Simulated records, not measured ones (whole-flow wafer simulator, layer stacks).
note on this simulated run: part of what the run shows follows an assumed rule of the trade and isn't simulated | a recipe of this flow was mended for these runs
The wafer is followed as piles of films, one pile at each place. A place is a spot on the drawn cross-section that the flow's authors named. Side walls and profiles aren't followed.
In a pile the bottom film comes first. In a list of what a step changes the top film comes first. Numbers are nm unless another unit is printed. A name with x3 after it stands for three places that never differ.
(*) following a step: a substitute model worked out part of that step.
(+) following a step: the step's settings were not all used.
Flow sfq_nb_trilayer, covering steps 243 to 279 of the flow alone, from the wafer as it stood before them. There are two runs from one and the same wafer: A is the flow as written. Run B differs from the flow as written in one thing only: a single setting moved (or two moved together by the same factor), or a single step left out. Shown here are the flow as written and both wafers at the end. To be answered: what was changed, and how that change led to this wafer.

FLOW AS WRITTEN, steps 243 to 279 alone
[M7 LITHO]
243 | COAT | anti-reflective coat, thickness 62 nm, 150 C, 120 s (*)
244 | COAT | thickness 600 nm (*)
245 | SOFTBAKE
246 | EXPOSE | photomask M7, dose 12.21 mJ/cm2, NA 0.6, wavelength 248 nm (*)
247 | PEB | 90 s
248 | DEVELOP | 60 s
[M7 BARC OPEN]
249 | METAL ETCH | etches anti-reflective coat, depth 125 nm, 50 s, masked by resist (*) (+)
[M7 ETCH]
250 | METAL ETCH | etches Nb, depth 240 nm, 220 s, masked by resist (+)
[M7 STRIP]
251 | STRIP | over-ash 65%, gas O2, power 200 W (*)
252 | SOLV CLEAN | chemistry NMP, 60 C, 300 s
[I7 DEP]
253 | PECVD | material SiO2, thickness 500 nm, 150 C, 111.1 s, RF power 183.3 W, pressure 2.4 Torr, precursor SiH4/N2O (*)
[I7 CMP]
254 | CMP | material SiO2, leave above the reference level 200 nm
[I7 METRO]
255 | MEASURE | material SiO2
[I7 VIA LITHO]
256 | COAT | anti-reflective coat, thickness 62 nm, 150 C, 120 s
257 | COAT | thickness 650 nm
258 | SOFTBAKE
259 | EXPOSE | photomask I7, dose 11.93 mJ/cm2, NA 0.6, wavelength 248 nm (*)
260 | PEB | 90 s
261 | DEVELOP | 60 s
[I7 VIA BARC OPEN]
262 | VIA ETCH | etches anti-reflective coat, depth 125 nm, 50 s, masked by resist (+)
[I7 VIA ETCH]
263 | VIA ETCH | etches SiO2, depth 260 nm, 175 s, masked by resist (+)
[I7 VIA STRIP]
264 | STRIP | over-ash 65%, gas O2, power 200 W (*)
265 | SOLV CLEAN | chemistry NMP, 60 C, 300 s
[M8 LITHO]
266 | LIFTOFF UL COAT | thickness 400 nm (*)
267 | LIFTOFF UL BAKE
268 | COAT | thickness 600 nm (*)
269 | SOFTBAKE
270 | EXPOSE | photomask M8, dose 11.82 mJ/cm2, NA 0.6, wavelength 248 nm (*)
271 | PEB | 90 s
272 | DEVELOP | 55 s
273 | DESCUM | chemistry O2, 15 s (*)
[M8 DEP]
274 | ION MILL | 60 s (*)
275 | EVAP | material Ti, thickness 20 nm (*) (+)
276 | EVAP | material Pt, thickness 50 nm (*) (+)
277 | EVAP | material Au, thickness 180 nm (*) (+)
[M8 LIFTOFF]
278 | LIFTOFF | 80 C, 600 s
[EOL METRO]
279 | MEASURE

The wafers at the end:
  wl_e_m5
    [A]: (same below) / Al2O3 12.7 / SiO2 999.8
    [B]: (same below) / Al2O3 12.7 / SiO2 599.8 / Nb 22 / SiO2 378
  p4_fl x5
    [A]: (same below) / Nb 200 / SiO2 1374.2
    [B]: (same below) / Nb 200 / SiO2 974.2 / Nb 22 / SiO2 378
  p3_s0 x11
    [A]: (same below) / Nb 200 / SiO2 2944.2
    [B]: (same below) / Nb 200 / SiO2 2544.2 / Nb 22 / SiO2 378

The reason: step 249, METAL ETCH: etches anti-reflective coat, depth 125 nm, 50 s, masked by resist (*) (+), was skipped.

Step by step, how the change led to this:
  250 | METAL ETCH | etches Nb, depth 240 nm, 220 s, masked by resist (+)
      p4_fl x5, p4_w1 x9, p3_s0 x11 and 35 more: A Nb loses 200 (all of it), SiO2 loses 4 | B anti-reflective coat loses 62 (all of it), Nb loses 178
      lsp_l, l0_sur, l0v: A Nb loses 200 (all of it), SiO2 loses 4 | B anti-reflective coat loses 62.3 (all of it), Nb loses 177.7
      (and at 2 other places as well)
  251 | STRIP | over-ash 65%, gas O2, power 200 W (*)
      wl_j_sl x2, wl_jj, wl_a_sl x3 and 11 more: A KrF-resist-other-grade loses 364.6 (all of it), anti-reflective coat loses 62 (all of it) | B KrF-resist-other-grade loses 434 (all of it), anti-reflective coat loses 62 (all of it)
      ln_m5, lsp_m, ln_m6, lsp_r: A KrF-resist-other-grade loses 364 (all of it), anti-reflective coat loses 62.3 (all of it) | B KrF-resist-other-grade loses 433.5 (all of it), anti-reflective coat loses 62.3 (all of it)
      (and at 20 other places as well)
  253 | PECVD | material SiO2, thickness 500 nm, 150 C, 111.1 s, RF power 183.3 W, pressure 2.4 Torr, precursor SiH4/N2O (*)
      field_l, p4_fl x5, p4_w1 x9 and 44 more: A SiO2 gains 500 | B SiO2 gains 500 (new film)
      field_r, lsp_l: A SiO2 gains 477.2 | B SiO2 gains 480.1 (new film)
      (and at 4 other places as well)
  254 | CMP | material SiO2, leave above the reference level 200 nm
      p4_fl x5, p4_w1 x9, p3_s0 x11 and 33 more: A SiO2 loses 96 | B SiO2 loses 122
      field_r, lsp_l: A SiO2 loses 73.2 | B SiO2 loses 102.4
      (and at 3 other places as well)
If metal films that touch count as one body, wl_e_m5 has 7 bodies (between them, from the top down: SiO2 599.8 / Al2O3 12.7 / Nb2O5 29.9; SiO2 192.5; SiO2 192.5; SiO2 192.5; SiO2 192.5; SiO2 192.5); the flow as written gives 6 bodies (between them, from the top down: SiO2 192.5; SiO2 192.5; SiO2 192.5; SiO2 192.5; SiO2 192.5).
If metal films that touch count as one body, p4_fl x5 has 3 bodies (between them, from the top down: SiO2 974.2; SiO2 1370); the flow as written gives 2 bodies (between them, from the top down: SiO2 1370).
If metal films that touch count as one body, p3_s0 x11 has 2 bodies (between them, from the top down: SiO2 2544.2); the flow as written gives 1 body.
